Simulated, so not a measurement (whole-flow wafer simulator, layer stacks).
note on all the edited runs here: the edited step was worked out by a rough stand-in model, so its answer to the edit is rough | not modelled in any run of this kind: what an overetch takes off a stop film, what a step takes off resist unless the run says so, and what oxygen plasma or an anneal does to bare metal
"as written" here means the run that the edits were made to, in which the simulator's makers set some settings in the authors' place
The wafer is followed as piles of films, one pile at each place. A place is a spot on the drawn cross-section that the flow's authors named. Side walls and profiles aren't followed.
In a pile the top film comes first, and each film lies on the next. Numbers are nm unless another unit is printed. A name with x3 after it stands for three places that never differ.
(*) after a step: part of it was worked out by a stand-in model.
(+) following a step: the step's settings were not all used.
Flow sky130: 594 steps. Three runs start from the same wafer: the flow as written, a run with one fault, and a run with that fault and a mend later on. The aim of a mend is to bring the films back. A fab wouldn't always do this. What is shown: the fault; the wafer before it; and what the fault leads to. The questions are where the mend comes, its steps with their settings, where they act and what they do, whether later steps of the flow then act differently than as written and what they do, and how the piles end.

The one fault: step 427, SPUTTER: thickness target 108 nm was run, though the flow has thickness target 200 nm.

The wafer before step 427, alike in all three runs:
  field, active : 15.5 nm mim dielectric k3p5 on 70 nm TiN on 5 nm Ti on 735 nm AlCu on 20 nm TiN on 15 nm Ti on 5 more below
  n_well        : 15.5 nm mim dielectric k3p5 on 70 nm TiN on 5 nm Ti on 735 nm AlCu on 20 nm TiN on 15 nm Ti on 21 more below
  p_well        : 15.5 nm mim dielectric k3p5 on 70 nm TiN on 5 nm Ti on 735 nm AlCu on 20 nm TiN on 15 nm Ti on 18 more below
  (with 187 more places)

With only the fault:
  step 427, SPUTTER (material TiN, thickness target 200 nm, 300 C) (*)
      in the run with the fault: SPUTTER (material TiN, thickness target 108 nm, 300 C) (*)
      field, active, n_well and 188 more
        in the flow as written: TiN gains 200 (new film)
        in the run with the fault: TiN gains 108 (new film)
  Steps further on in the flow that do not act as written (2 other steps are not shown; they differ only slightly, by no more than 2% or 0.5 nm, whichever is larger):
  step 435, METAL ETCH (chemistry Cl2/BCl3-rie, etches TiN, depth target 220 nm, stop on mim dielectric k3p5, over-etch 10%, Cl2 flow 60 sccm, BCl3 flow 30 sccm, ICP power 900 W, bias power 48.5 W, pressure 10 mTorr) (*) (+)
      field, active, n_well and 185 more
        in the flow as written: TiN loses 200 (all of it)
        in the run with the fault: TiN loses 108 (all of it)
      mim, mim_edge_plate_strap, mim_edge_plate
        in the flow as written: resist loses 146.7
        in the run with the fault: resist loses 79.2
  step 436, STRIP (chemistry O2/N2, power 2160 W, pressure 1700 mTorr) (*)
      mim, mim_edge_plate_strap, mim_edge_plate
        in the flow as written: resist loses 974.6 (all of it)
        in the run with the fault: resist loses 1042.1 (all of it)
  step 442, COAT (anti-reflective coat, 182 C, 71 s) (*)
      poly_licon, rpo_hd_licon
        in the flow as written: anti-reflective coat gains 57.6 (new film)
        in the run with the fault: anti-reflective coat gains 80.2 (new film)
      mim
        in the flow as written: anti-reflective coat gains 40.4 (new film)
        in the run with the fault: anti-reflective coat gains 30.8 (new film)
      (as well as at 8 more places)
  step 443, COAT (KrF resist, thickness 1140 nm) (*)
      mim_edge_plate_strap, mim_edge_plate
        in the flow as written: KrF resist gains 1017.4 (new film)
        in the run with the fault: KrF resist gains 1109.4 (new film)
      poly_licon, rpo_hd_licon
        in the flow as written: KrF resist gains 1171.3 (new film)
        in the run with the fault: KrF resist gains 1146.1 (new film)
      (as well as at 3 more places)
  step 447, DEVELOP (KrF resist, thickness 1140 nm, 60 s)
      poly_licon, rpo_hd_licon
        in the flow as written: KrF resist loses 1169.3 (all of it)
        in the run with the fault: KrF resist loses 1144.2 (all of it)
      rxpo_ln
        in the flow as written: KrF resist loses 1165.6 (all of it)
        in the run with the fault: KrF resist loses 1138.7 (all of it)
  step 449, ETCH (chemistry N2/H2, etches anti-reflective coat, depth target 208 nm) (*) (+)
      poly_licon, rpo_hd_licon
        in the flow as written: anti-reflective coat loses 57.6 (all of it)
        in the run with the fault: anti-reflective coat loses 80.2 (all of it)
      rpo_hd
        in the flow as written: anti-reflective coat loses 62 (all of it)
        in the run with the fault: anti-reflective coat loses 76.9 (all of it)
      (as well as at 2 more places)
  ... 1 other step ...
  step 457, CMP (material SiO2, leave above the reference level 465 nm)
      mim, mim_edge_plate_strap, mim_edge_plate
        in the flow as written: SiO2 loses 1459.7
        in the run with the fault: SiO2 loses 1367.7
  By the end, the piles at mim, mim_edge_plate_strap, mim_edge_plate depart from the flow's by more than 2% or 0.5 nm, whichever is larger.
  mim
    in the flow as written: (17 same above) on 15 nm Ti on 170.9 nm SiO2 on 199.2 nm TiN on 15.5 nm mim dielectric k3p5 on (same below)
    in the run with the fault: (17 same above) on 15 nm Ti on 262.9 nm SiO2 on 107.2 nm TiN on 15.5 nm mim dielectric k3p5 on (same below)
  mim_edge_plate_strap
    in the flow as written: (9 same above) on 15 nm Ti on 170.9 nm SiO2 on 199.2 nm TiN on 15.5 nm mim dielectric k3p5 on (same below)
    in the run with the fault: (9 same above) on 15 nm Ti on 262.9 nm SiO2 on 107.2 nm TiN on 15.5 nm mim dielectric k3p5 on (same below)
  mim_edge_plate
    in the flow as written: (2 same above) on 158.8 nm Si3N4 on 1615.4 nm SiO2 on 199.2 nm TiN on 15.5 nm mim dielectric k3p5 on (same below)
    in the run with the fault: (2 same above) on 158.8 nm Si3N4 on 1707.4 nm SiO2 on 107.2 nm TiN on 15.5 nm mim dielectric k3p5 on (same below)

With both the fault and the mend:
  The mend stands after step 434.
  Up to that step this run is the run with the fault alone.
  step 434a, STRIP (chemistry O2/N2, power 2160 W, pressure 1700 mTorr) (*)
      mim, mim_edge_plate_strap, mim_edge_plate
        resist loses 1121.3 (all of it)
  step 434b, SPUTTER (material TiN, thickness target 92 nm, 300 C) (*) (the flow's step 427 again, with other settings)
      field, active, n_well and 188 more
        TiN gains 92
  step 434c, HMDS (120 C, 60 s) (the flow's step 429 again)
      does not change any film at any place that is followed
  step 434d, COAT (resist, thickness 1140 nm) (the flow's step 430 again)
      field, active, n_well and 186 more
        resist gains 1140 (new film)
      m1, via2_hole
        resist gains 1140.6 (new film)
  step 434e, SOFTBAKE (resist) (the flow's step 431 again)
      does not change any film at any place that is followed
  step 434f, EXPOSE (photomask CAPM, dose 177.7 mJ/cm2, NA 0.6, wavelength 365 nm) (*) (the flow's step 432 again)
      does not change any film at any place that is followed
  step 434g, PEB (resist, 70.3 s) (the flow's step 433 again)
      field, active, n_well and 188 more
        resist loses 18.7
  step 434h, DEVELOP (resist, thickness 1140 nm, developer TMAH-0.26N, 60 s) (the flow's step 434 again)
      field, active, n_well and 183 more
        resist loses 1121.3 (all of it)
      m1, via2_hole
        resist loses 1121.9 (all of it)
  None of the later steps of the flow acts differently than as written at any place that is followed.
  The piles end the same as the flow's at every place that both follow.
